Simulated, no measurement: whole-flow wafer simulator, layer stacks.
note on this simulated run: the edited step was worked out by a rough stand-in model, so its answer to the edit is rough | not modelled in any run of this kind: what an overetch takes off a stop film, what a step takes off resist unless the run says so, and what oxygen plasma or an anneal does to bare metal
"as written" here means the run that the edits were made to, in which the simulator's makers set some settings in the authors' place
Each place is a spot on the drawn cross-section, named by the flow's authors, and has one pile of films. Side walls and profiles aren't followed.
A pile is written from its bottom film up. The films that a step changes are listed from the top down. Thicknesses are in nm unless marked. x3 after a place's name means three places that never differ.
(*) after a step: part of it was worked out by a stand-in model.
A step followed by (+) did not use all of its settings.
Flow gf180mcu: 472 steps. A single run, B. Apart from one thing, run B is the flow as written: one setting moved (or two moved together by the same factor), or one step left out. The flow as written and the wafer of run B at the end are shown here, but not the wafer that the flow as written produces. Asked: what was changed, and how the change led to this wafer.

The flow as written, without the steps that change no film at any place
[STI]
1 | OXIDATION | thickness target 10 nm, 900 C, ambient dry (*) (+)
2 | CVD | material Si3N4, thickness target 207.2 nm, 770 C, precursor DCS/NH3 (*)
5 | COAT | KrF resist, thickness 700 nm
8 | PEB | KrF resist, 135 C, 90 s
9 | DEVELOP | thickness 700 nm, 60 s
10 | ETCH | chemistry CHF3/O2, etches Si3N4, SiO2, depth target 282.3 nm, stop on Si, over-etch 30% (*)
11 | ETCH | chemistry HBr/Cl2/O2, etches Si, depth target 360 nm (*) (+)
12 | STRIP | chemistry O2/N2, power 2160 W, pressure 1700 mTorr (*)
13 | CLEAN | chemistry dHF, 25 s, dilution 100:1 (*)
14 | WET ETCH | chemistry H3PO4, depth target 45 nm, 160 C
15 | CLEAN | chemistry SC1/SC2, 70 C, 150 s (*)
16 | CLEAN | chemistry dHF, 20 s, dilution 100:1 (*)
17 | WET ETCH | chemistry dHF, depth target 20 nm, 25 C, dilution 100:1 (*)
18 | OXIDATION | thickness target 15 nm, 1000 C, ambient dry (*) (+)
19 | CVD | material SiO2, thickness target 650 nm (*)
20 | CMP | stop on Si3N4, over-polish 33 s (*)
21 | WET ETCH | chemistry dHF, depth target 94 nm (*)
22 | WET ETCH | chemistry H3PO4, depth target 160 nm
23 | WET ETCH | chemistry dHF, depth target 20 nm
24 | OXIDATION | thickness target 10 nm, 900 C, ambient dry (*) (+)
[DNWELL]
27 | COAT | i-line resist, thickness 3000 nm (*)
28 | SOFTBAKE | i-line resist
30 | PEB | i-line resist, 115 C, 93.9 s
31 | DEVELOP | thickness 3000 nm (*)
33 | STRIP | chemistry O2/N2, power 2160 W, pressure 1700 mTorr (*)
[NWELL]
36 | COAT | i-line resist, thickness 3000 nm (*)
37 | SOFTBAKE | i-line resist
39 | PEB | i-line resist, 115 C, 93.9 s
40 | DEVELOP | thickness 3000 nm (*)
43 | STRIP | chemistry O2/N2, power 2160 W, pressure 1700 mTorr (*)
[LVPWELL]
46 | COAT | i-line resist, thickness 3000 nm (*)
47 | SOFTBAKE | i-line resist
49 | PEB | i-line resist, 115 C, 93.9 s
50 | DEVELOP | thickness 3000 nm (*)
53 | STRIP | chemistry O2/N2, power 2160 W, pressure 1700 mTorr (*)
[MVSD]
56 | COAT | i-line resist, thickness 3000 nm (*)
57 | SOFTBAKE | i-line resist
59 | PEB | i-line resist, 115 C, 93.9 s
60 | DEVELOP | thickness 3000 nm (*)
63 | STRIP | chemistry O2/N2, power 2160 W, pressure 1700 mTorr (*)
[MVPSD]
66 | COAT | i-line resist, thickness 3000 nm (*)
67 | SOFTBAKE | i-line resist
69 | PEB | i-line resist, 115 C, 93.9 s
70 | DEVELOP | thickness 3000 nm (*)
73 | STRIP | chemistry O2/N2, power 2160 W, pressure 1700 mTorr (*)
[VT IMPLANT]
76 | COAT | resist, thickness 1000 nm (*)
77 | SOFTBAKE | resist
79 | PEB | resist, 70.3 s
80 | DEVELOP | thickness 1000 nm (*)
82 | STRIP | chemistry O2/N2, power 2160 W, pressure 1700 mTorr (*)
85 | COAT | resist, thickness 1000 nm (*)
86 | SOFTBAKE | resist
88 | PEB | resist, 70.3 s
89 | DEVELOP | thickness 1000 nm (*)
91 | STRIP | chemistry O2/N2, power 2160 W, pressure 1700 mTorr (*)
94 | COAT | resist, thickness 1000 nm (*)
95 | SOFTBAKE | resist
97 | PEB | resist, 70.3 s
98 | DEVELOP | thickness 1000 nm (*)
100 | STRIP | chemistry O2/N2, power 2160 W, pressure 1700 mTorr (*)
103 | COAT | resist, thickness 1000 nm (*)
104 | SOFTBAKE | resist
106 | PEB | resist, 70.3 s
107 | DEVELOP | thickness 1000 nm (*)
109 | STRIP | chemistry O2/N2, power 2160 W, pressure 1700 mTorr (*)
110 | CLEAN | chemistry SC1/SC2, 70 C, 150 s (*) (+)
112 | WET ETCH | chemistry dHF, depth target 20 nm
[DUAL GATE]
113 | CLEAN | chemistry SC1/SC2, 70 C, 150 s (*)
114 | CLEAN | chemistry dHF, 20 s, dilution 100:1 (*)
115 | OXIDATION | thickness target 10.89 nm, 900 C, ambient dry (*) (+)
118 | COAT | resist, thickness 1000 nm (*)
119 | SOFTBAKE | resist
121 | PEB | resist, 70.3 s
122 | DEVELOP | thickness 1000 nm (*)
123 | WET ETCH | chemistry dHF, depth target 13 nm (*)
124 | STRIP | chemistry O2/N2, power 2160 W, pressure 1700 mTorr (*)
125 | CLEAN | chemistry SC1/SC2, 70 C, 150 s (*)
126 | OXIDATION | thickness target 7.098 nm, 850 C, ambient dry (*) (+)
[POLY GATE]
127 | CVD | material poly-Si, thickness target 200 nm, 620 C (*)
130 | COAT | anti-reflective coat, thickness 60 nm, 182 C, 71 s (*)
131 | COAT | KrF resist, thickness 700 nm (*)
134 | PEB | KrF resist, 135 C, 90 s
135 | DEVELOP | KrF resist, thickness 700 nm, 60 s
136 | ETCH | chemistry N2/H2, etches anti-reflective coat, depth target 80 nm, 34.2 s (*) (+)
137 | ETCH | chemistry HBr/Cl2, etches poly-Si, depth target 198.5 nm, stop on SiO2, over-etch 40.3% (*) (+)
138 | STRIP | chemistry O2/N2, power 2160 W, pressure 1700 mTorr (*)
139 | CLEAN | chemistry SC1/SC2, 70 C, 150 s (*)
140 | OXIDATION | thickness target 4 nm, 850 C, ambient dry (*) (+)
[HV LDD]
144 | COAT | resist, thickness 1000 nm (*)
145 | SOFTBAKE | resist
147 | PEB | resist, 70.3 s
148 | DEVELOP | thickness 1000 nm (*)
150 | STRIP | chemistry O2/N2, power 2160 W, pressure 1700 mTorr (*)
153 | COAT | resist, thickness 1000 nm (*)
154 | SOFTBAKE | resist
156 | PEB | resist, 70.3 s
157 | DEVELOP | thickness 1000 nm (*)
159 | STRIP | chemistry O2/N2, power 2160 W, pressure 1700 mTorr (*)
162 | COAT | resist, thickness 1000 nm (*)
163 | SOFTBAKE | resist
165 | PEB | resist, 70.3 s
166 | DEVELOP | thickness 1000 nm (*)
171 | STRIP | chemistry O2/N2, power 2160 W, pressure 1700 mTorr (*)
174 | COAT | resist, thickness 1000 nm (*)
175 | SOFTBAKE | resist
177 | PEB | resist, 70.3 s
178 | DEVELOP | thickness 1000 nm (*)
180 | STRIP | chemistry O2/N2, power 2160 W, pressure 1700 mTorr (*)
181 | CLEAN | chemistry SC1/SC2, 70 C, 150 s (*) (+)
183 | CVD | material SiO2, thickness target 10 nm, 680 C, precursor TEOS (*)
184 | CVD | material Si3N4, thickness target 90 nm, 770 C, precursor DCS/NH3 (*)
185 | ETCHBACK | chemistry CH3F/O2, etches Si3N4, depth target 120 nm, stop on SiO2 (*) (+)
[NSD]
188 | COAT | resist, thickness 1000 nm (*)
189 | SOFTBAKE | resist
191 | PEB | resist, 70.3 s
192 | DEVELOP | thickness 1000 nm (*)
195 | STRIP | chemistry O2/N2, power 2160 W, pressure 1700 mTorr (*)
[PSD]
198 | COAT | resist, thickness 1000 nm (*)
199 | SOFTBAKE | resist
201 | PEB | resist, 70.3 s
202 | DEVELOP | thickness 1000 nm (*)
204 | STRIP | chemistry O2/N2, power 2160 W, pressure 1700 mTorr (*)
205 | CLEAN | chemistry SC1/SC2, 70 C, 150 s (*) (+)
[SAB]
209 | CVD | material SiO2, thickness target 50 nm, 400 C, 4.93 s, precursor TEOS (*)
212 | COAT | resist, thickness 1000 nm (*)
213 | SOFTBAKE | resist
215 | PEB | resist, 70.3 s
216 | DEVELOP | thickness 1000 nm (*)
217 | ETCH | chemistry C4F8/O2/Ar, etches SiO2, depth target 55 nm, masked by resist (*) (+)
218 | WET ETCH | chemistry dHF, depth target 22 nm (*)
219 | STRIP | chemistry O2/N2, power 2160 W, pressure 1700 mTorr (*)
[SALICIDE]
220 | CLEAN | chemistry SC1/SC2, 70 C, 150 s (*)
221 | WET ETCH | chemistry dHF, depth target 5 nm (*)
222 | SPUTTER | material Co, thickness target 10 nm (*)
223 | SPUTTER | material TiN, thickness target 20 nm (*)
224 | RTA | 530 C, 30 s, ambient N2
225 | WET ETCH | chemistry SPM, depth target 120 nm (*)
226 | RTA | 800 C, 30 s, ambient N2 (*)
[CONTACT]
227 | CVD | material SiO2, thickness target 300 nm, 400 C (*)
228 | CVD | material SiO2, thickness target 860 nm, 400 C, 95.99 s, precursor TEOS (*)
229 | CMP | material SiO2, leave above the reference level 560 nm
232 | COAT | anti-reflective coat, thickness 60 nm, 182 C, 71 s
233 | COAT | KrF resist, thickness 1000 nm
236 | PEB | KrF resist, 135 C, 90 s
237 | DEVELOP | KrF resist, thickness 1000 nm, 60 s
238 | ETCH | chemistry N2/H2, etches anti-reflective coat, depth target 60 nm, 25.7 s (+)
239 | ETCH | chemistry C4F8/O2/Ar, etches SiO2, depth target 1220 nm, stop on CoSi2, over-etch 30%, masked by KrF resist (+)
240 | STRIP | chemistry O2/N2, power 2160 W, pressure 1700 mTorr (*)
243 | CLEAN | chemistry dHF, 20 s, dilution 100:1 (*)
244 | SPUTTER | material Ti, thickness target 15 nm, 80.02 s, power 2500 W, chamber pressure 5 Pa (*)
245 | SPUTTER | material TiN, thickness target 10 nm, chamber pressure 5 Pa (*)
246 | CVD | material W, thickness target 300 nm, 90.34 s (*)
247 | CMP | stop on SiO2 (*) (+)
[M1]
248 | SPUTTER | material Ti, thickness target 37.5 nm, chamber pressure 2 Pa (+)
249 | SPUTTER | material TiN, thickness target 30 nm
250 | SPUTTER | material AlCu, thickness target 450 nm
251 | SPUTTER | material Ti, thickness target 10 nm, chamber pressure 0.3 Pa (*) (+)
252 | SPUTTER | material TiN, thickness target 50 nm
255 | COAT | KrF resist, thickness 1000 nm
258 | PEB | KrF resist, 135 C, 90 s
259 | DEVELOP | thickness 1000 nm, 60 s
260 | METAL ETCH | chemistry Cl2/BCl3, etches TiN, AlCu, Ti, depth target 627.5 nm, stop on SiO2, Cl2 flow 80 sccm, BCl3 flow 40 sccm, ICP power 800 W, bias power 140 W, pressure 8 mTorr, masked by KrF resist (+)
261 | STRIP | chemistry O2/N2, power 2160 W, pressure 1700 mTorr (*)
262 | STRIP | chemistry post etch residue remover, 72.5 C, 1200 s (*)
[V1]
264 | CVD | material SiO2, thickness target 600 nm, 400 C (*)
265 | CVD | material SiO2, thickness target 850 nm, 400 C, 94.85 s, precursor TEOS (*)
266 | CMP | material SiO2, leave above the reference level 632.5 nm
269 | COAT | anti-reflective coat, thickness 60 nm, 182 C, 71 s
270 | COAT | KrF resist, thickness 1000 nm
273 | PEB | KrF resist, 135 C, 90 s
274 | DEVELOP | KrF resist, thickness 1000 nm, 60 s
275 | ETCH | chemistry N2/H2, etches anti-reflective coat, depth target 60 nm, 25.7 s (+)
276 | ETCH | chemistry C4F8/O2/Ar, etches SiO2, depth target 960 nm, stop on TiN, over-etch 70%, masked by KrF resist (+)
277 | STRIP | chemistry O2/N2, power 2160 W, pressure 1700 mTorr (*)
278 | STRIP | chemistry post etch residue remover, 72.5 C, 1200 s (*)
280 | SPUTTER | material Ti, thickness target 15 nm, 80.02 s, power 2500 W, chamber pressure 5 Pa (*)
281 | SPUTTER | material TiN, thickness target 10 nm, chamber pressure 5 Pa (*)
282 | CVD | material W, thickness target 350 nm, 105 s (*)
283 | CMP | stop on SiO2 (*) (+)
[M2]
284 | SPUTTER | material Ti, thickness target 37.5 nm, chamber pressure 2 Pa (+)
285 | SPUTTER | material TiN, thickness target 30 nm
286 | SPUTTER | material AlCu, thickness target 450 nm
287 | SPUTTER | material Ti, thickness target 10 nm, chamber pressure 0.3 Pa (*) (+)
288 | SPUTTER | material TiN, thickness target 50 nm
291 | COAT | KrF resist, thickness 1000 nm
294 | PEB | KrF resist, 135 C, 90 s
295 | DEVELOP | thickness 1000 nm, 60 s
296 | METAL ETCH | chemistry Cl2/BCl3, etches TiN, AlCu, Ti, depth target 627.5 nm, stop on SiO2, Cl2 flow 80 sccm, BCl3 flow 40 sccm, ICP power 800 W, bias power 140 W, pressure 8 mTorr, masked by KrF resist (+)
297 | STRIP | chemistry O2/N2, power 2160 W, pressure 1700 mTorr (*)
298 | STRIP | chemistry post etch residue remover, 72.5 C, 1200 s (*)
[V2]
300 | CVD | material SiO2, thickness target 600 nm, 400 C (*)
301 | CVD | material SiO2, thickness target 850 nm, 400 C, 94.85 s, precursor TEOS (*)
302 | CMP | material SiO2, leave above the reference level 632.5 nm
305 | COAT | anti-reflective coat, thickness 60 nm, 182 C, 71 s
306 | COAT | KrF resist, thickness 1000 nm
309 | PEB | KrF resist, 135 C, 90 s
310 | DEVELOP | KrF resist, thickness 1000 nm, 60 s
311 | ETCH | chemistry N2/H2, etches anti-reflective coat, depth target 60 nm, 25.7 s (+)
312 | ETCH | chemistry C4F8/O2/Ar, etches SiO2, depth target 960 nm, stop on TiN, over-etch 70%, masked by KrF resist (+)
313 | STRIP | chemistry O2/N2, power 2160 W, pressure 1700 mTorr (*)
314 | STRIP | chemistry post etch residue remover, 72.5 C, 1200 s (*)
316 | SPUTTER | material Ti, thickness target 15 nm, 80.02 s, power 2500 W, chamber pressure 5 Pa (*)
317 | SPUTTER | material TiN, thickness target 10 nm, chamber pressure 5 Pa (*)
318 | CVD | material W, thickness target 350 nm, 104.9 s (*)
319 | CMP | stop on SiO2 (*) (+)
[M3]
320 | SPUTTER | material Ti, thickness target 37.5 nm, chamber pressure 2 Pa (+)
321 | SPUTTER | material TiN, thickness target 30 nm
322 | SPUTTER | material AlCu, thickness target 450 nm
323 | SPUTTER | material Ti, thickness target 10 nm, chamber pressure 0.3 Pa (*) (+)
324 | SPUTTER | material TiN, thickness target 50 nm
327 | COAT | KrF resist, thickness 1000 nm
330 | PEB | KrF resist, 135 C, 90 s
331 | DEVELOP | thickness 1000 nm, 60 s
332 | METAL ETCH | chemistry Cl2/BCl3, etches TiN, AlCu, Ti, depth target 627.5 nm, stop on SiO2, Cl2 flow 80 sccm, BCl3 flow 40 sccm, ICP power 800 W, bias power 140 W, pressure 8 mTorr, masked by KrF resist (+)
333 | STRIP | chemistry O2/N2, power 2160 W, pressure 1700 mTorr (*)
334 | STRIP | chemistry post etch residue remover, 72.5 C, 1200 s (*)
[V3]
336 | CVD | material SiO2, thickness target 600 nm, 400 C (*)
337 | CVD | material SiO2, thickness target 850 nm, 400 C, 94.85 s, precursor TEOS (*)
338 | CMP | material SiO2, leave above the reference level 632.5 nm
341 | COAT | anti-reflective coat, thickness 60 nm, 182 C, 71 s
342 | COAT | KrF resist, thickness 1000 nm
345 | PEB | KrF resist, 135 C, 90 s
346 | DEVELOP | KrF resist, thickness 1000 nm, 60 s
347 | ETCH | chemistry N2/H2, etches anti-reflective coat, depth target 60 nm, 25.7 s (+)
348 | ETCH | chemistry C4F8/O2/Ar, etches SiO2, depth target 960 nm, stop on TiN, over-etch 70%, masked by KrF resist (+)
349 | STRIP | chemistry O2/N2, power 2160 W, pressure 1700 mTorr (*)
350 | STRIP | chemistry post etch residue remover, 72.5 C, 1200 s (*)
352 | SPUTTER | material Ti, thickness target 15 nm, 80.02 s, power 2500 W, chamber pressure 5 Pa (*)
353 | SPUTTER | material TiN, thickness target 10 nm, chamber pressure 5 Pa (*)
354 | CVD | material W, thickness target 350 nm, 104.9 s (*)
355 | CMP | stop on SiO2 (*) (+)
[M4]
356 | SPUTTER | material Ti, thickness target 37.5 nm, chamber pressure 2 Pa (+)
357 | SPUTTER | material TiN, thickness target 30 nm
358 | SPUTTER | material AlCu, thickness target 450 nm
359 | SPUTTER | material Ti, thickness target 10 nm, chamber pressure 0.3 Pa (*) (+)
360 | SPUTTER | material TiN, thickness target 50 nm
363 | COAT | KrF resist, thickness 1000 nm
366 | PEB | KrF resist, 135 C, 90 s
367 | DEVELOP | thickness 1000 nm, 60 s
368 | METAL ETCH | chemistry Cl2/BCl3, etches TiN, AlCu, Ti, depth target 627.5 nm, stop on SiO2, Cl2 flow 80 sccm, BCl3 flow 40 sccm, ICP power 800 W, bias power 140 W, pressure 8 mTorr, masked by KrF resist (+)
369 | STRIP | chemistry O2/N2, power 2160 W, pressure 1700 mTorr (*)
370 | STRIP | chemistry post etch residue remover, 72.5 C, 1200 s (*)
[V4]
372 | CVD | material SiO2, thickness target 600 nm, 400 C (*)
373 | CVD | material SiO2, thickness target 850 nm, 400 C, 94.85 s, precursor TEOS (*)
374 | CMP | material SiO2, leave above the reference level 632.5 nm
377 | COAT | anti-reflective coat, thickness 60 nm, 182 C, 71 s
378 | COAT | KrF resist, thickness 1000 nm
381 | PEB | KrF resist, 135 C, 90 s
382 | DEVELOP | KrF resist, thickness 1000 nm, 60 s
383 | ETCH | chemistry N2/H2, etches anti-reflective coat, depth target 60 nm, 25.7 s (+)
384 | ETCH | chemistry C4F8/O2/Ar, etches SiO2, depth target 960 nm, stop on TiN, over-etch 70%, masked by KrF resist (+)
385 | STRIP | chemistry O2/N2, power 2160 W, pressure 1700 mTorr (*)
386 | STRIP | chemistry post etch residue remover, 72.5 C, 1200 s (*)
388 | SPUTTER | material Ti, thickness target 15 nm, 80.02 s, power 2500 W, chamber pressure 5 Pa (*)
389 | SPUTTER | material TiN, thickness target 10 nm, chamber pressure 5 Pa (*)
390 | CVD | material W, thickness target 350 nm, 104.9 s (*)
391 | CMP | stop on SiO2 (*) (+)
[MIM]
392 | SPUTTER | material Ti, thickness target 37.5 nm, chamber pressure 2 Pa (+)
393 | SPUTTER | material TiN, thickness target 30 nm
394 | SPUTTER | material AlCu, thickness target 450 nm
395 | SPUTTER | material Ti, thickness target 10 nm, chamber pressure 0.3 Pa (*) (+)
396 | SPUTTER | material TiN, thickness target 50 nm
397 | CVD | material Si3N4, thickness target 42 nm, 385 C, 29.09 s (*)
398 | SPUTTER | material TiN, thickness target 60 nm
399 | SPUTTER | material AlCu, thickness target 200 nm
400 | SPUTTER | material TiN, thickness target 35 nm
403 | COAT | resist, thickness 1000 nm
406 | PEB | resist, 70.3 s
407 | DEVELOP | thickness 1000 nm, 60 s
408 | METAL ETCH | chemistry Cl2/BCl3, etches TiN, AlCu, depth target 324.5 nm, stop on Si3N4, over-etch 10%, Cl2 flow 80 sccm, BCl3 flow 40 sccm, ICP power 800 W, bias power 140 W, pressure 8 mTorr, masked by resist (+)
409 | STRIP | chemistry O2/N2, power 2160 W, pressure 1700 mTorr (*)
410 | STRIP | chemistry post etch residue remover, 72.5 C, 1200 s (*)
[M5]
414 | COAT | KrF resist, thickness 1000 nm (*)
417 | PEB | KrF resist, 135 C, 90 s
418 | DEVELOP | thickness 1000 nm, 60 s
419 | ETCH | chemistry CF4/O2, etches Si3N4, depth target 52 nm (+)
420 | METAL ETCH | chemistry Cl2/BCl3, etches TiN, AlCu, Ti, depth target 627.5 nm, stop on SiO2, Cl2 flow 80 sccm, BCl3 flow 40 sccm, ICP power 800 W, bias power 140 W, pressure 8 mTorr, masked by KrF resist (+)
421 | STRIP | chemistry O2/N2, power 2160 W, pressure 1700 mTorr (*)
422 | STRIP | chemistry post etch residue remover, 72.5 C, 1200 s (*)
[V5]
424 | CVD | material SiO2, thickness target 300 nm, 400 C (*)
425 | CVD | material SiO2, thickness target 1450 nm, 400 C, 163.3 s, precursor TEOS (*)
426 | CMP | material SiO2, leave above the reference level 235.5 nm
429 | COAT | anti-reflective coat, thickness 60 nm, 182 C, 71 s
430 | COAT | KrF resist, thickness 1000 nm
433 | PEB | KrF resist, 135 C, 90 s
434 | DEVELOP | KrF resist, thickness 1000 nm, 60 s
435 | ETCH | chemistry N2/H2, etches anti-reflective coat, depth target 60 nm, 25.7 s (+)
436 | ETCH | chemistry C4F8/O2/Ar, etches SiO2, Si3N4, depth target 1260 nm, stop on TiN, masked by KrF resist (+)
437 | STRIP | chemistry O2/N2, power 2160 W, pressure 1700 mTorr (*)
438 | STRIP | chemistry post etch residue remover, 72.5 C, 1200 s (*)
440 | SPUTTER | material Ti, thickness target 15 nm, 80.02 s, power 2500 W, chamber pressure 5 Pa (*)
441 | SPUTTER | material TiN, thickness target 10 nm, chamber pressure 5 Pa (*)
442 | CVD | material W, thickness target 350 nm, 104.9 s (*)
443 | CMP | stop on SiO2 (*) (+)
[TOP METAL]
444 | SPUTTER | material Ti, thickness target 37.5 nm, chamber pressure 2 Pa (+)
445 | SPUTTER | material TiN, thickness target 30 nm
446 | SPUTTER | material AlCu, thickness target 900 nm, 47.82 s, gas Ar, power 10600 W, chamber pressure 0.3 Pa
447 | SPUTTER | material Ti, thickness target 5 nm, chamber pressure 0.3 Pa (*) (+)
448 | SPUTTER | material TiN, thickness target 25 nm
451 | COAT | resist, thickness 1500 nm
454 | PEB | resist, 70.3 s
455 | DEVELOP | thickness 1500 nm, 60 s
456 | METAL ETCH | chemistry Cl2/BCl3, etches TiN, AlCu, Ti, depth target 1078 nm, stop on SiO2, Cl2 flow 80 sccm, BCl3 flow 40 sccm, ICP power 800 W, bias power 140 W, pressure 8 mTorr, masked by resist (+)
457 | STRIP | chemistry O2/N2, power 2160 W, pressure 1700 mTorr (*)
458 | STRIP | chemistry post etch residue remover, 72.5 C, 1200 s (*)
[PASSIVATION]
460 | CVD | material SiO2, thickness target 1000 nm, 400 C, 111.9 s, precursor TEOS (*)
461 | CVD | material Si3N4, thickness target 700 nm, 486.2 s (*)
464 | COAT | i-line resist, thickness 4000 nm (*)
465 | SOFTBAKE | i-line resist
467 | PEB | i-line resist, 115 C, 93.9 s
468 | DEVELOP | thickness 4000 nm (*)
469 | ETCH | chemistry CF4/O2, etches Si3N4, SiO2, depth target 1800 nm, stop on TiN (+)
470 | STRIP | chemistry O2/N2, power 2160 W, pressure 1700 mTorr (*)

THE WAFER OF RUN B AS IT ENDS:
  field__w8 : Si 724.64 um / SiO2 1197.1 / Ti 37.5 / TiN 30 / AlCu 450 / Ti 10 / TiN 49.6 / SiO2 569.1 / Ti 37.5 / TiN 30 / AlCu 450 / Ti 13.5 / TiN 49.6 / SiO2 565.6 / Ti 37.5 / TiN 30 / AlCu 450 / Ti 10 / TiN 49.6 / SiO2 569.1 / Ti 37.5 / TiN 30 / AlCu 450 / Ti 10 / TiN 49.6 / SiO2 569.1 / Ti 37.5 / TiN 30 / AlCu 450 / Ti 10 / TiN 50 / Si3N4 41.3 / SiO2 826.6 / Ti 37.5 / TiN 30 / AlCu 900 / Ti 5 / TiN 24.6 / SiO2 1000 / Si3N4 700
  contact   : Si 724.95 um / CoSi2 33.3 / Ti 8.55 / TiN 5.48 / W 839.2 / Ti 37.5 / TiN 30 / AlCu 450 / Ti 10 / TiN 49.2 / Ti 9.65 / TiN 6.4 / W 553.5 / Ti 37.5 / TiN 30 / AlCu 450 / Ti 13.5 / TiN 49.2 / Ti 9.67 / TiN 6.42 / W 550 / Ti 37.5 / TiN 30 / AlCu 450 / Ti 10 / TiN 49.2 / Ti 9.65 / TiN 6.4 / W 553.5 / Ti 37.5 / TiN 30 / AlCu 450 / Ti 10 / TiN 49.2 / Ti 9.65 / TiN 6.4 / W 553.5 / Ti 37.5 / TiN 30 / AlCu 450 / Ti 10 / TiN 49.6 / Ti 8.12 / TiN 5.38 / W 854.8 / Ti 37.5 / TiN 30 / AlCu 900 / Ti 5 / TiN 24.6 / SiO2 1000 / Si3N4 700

The reason: step 287, SPUTTER: thickness target 13.5 nm was run, whereas the flow has thickness target 10 nm.
One can read it off the wafer: field__w8 has Ti 13.5, and step 287 as written asks for 10 nm.

The path from the change to this, step by step:
  287 | SPUTTER | material Ti, thickness target 10 nm, chamber pressure 0.3 Pa (*) (+)
      field, field__w1, field__w2 and 108 more: Ti gains 13.5 (new film) (as written it would have been: Ti gains 10 (new film))
  296 | METAL ETCH | chemistry Cl2/BCl3, etches TiN, AlCu, Ti, depth target 627.5 nm, stop on SiO2, Cl2 flow 80 sccm, BCl3 flow 40 sccm, ICP power 800 W, bias power 140 W, pressure 8 mTorr, masked by KrF resist (+)
      field, field__w1, field__w2 and 103 more: TiN loses 50 (all of it), Ti loses 13.5 (all of it), AlCu loses 450 (all of it), TiN loses 30 (all of it), Ti loses 37.5 (all of it) (as written it would have been: TiN loses 50 (all of it), Ti loses 10 (all of it), AlCu loses 450 (all of it), TiN loses 30 (all of it), Ti loses 37.5 (all of it))
